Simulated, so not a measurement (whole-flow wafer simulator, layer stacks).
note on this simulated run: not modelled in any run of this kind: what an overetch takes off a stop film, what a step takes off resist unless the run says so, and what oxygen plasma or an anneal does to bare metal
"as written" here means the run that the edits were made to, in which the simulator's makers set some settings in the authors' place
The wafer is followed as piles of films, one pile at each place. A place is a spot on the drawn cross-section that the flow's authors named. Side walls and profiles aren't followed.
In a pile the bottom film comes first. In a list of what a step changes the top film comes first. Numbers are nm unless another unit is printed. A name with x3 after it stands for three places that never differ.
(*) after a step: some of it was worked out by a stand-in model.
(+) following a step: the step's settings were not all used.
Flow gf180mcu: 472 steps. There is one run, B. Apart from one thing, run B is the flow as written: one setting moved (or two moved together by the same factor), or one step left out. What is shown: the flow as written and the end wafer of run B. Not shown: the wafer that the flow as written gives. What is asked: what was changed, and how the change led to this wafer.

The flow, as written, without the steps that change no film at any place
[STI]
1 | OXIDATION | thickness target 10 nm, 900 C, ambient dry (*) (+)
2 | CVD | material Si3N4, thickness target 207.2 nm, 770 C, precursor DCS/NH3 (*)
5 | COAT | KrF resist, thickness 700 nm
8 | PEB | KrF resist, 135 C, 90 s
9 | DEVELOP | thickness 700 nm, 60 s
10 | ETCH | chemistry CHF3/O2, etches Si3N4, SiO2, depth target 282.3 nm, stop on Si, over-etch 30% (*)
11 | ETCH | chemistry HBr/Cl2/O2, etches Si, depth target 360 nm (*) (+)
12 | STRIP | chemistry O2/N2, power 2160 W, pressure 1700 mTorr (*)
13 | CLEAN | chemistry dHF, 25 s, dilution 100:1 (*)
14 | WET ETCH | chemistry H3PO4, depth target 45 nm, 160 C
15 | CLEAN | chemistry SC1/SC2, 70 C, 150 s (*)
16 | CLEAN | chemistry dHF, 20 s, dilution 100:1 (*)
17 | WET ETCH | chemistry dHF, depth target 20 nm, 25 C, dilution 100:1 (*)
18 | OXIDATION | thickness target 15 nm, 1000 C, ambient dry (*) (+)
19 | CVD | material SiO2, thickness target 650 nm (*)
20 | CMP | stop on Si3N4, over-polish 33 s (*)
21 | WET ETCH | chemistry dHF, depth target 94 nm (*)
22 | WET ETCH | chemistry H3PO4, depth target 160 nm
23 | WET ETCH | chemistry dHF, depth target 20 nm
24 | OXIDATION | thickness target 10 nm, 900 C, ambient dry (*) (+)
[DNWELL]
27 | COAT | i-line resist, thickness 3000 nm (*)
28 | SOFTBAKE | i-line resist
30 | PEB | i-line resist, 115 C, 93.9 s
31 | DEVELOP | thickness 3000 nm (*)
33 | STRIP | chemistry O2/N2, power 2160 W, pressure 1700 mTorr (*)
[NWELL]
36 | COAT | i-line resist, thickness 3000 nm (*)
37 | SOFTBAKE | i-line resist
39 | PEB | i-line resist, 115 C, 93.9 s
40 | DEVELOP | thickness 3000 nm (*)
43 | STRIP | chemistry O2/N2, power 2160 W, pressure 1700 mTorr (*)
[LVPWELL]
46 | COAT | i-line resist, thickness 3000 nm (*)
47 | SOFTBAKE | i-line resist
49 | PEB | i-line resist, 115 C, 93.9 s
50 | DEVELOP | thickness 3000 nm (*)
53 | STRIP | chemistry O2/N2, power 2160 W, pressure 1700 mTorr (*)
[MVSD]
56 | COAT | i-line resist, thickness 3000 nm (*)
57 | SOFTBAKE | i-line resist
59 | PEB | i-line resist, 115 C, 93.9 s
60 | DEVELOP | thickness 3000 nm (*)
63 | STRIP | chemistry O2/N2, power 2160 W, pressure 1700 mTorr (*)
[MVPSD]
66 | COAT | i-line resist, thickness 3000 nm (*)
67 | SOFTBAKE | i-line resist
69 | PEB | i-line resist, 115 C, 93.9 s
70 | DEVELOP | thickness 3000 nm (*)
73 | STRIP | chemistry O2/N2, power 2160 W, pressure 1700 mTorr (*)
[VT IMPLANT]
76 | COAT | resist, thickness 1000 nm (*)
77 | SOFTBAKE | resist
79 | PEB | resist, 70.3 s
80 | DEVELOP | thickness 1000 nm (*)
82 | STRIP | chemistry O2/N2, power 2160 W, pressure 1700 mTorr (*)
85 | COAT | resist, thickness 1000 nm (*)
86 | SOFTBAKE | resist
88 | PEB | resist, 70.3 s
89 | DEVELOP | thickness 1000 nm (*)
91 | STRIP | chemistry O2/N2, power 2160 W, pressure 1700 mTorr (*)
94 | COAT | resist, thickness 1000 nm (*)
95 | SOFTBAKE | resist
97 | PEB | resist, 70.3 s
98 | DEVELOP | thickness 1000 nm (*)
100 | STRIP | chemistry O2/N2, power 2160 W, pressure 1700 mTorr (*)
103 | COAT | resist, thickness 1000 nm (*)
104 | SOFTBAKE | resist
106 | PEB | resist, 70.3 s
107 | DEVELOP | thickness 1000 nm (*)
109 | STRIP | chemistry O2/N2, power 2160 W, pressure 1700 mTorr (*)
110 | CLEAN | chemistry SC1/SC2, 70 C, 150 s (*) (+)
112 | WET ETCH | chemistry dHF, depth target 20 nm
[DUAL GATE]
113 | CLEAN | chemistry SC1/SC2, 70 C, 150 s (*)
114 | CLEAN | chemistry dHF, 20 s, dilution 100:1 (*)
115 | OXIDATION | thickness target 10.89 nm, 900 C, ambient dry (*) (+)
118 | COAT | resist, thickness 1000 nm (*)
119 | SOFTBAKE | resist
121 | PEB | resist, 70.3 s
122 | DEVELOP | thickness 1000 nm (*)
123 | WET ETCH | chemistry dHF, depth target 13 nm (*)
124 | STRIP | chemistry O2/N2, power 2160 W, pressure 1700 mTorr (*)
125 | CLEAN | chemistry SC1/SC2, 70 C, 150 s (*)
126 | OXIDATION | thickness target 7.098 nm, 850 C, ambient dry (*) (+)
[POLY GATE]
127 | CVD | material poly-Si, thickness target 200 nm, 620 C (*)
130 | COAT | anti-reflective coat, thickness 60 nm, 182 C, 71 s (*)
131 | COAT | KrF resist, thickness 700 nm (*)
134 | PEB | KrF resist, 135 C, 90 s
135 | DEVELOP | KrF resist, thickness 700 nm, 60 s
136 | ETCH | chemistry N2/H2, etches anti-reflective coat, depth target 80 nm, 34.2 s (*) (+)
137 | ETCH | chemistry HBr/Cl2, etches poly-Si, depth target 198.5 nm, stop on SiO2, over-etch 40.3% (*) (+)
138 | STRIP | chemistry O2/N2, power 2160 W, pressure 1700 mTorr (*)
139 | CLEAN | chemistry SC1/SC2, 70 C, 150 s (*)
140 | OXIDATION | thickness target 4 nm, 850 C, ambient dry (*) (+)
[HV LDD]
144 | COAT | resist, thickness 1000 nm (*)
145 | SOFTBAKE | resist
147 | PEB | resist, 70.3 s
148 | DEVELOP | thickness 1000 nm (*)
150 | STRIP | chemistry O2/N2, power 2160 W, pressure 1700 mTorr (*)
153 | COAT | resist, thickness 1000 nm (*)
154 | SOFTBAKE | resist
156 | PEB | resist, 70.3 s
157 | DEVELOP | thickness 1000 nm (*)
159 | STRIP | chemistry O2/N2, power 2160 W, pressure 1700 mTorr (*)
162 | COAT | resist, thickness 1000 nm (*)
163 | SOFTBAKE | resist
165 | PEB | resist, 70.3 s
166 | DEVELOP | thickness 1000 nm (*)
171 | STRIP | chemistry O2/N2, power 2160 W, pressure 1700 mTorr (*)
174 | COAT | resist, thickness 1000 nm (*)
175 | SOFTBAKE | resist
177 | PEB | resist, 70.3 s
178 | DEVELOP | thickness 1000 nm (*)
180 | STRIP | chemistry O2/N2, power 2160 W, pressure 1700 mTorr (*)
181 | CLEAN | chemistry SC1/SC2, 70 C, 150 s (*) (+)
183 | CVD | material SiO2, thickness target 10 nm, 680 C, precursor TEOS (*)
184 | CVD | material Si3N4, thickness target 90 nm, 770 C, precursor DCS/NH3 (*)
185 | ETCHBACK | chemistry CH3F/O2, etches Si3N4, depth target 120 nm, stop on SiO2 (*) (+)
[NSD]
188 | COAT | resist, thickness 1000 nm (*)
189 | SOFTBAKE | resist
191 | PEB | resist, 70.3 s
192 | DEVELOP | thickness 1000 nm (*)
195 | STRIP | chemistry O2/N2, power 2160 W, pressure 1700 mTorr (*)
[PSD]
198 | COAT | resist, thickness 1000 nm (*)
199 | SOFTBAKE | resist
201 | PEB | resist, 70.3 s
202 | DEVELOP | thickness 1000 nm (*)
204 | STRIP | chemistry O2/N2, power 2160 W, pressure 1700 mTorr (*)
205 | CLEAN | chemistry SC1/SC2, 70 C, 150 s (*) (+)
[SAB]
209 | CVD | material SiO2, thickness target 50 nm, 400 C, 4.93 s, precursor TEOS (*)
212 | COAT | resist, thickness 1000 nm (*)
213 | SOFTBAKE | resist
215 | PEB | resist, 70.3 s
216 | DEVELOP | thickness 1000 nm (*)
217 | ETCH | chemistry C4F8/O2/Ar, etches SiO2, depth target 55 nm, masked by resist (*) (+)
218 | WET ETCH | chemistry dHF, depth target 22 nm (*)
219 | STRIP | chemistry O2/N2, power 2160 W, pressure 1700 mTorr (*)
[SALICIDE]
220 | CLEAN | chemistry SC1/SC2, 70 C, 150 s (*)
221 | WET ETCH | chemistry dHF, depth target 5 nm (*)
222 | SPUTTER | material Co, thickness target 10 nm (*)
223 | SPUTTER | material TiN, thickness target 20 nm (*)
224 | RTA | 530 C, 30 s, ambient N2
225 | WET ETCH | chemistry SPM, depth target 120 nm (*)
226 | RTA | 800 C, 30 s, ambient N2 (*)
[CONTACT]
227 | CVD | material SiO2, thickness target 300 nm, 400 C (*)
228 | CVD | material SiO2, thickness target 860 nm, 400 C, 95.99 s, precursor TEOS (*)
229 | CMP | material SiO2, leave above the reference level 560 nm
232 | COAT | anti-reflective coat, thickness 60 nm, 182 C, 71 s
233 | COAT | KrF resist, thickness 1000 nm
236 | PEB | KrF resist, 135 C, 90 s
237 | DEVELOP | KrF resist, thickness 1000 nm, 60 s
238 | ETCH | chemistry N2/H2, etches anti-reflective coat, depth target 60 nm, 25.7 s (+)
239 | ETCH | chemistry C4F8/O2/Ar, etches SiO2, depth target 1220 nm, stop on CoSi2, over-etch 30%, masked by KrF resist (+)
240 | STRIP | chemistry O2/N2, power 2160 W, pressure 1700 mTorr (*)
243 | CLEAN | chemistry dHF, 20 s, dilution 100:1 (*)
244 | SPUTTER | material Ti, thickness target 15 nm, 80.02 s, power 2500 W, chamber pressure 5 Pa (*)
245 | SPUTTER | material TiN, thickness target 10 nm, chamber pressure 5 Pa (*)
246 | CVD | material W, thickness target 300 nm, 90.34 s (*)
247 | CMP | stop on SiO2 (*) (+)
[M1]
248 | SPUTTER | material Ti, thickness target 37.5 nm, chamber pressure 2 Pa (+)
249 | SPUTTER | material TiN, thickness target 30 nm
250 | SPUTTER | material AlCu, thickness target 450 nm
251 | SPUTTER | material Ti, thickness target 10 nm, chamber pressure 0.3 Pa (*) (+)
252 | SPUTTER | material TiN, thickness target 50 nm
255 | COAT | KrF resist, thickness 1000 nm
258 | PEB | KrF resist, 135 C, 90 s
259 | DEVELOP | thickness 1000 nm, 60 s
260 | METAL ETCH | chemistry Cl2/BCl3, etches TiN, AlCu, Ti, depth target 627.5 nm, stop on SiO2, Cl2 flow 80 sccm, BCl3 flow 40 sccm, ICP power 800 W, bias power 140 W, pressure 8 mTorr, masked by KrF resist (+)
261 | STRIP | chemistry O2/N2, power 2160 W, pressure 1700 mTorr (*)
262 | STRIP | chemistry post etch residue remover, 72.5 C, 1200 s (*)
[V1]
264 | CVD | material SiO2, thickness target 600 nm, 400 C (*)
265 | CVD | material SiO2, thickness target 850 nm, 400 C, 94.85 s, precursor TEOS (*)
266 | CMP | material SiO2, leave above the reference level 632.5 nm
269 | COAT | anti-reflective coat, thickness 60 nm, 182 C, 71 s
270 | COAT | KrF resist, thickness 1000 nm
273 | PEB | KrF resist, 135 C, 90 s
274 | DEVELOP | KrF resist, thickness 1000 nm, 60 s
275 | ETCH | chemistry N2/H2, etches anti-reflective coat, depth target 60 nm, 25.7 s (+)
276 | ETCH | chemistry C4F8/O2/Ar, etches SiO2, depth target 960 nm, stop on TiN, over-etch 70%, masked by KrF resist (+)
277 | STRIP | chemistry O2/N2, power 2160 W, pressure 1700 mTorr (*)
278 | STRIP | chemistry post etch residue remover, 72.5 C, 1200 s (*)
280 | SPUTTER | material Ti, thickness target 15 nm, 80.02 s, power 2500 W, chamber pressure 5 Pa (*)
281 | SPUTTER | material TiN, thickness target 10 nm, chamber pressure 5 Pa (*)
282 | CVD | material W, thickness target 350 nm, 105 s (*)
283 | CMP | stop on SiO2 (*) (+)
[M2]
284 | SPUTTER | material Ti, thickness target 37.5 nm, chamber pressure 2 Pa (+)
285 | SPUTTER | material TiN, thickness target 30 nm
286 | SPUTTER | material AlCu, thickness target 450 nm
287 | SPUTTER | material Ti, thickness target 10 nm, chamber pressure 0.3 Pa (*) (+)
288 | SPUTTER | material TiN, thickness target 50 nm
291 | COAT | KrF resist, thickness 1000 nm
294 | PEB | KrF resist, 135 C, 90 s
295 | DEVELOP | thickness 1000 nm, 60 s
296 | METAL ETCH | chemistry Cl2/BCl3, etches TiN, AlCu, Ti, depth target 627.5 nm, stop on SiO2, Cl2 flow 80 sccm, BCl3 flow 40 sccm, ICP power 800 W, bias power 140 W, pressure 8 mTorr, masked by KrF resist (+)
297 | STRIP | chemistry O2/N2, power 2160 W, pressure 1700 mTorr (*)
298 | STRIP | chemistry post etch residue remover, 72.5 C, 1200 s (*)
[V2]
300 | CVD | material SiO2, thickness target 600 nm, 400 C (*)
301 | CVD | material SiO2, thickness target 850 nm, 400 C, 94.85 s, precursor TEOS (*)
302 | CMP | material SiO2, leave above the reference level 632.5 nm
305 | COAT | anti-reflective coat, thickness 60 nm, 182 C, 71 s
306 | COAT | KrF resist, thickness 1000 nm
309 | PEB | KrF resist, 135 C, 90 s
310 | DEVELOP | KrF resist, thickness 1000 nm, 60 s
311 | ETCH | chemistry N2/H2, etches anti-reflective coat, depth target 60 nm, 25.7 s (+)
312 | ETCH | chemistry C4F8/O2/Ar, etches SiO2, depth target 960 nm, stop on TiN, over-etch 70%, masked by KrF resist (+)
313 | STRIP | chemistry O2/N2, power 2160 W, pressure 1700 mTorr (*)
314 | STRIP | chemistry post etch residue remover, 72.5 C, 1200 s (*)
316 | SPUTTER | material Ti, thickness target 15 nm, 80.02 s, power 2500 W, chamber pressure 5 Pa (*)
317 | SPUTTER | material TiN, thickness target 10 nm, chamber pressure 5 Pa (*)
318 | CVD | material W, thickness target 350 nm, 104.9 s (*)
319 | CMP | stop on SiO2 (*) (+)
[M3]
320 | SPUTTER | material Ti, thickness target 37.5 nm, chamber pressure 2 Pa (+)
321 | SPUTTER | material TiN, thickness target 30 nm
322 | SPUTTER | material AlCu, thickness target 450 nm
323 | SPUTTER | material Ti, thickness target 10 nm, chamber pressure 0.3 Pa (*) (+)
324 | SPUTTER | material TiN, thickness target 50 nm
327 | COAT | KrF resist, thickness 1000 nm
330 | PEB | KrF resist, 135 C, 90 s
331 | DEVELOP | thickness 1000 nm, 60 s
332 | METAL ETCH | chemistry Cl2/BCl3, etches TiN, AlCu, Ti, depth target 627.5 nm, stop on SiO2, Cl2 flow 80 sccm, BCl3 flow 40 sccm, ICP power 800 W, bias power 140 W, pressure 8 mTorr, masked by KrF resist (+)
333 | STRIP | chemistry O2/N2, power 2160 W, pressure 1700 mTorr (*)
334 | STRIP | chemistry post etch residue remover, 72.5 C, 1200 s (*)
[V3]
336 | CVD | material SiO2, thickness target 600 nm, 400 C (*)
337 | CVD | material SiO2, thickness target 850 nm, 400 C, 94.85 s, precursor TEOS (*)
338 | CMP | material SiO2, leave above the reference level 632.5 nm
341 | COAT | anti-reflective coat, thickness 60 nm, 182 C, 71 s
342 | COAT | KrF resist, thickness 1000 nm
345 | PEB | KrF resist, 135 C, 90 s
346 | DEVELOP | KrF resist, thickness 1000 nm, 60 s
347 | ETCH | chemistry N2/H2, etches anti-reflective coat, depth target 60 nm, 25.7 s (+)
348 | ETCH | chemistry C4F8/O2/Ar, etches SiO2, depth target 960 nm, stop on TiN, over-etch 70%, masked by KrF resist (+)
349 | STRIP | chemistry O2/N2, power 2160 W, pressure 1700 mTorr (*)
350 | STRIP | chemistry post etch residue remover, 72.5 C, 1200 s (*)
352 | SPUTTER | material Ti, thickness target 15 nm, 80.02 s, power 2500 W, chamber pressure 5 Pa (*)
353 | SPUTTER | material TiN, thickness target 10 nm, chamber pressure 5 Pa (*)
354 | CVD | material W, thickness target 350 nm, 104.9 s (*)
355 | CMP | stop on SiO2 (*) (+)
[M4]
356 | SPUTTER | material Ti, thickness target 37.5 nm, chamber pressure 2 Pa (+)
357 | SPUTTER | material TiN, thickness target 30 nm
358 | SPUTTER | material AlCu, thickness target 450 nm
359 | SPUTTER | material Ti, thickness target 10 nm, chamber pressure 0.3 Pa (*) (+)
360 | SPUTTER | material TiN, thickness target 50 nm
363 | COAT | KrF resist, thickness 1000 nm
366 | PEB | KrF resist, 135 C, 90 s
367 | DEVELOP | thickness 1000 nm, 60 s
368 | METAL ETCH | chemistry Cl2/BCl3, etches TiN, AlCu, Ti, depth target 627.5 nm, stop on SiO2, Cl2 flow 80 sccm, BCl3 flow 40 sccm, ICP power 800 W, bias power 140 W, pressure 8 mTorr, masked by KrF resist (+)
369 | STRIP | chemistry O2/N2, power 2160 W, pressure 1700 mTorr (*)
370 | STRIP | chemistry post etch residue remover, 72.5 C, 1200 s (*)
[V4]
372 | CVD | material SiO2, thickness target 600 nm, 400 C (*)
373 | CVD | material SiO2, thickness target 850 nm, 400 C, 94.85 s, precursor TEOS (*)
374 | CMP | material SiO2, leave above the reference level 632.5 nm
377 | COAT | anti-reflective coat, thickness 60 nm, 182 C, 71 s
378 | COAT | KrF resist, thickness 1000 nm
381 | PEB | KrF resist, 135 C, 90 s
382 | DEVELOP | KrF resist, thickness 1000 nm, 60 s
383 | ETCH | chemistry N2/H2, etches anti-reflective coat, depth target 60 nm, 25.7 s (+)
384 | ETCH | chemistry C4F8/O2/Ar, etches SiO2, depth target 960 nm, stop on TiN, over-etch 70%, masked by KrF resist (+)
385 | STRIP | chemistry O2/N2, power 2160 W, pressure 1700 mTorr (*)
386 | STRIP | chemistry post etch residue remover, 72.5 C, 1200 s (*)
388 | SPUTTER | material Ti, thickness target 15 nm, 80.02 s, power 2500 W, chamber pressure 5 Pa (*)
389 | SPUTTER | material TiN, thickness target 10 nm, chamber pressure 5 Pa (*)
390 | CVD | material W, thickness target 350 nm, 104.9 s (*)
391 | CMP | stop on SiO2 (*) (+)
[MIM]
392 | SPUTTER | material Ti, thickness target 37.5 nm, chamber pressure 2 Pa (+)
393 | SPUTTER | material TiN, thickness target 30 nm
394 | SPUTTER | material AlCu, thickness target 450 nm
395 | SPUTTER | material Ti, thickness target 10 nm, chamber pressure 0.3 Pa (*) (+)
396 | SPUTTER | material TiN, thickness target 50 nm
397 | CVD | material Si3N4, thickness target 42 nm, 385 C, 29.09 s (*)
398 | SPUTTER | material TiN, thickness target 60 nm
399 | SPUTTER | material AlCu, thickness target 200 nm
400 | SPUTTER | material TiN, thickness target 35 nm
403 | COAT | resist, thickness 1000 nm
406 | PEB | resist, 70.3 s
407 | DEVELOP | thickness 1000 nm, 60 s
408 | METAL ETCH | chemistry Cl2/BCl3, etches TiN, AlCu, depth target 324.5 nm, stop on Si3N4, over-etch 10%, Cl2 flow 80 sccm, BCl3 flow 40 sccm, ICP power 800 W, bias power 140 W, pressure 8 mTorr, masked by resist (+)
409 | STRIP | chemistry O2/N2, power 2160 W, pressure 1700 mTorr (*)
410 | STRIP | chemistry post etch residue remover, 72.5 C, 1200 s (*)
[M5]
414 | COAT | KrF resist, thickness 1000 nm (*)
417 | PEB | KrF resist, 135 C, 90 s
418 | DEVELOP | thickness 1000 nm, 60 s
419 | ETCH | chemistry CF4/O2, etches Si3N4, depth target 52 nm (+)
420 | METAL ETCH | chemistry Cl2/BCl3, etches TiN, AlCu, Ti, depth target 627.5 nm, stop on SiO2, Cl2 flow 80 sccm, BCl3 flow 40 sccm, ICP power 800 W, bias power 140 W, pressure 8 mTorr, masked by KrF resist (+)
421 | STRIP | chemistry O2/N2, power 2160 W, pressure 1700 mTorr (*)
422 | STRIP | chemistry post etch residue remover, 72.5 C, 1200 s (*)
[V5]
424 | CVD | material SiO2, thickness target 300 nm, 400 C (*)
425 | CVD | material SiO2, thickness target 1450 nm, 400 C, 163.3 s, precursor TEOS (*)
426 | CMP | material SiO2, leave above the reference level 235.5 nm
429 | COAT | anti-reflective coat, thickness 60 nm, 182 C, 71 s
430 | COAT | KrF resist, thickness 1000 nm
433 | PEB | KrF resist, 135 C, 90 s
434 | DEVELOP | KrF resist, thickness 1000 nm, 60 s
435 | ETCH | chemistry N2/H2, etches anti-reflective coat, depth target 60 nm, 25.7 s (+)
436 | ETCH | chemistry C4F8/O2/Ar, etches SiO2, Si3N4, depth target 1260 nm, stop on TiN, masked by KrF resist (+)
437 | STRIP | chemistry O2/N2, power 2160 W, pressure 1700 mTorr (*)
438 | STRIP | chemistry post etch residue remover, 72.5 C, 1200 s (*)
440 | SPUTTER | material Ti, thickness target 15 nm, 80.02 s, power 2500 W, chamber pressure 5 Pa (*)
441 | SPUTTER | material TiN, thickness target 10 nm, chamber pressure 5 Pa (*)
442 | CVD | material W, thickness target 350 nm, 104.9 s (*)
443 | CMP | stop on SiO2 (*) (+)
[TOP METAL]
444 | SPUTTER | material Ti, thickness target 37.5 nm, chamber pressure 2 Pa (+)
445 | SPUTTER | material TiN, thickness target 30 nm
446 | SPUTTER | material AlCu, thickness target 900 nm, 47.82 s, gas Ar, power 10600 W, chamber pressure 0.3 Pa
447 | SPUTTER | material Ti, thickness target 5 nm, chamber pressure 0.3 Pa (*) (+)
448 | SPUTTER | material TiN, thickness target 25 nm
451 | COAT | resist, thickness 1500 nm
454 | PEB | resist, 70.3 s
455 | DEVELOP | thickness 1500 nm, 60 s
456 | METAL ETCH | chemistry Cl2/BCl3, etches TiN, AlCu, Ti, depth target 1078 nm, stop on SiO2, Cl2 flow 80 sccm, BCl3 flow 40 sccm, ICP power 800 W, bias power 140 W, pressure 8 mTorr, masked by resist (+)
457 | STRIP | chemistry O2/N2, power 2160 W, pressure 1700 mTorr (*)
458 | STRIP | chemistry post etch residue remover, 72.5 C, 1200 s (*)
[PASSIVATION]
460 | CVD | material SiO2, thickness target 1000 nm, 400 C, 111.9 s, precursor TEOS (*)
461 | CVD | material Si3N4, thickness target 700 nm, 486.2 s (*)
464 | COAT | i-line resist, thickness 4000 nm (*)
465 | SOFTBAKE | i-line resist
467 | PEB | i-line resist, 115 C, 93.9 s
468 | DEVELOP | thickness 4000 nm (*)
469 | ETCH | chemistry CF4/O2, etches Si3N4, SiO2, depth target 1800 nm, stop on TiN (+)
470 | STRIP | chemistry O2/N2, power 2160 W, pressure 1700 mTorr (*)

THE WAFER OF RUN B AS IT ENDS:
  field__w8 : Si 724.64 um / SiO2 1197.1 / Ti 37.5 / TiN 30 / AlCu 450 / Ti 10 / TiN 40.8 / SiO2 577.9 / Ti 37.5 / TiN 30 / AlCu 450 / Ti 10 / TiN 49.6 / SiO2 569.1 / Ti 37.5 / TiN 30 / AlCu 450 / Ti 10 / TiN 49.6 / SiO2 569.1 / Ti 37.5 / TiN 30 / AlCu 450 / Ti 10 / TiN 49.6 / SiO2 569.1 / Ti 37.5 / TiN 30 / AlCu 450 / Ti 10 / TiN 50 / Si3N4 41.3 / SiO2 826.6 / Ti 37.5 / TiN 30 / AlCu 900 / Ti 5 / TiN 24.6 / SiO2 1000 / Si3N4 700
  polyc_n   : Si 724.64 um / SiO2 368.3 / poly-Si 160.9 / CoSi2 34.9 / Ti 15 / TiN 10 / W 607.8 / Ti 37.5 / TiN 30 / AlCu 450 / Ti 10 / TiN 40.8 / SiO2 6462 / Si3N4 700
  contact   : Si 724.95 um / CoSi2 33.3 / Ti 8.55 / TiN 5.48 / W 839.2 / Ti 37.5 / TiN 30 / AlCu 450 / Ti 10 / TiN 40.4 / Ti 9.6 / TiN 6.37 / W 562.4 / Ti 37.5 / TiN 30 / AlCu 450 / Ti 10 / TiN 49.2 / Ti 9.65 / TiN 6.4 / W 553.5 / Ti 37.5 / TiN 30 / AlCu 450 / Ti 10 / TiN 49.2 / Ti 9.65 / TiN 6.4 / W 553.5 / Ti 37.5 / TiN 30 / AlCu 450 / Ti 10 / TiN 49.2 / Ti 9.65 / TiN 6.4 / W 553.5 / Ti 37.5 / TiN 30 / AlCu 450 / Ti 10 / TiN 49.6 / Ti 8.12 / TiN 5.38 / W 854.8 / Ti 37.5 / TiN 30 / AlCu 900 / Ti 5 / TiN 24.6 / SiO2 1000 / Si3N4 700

The reason: step 252, SPUTTER: thickness target 41.2 nm was run, though the flow has thickness target 50 nm.

The path from the change to this, step by step:
  252 | SPUTTER | material TiN, thickness target 50 nm
      field, field__w1, field__w2 and 108 more: +41.2 TiN (new film) (as written it would have been: +50 TiN (new film))
  260 | METAL ETCH | chemistry Cl2/BCl3, etches TiN, AlCu, Ti, depth target 627.5 nm, stop on SiO2, Cl2 flow 80 sccm, BCl3 flow 40 sccm, ICP power 800 W, bias power 140 W, pressure 8 mTorr, masked by KrF resist (+)
      field, field__w1, field__w2 and 99 more: -41.2 TiN (all of it), -10 Ti (all of it), -450 AlCu (all of it), -30 TiN (all of it), -37.5 Ti (all of it) (as written it would have been: -50 TiN (all of it), -10 Ti (all of it), -450 AlCu (all of it), -30 TiN (all of it), -37.5 Ti (all of it))
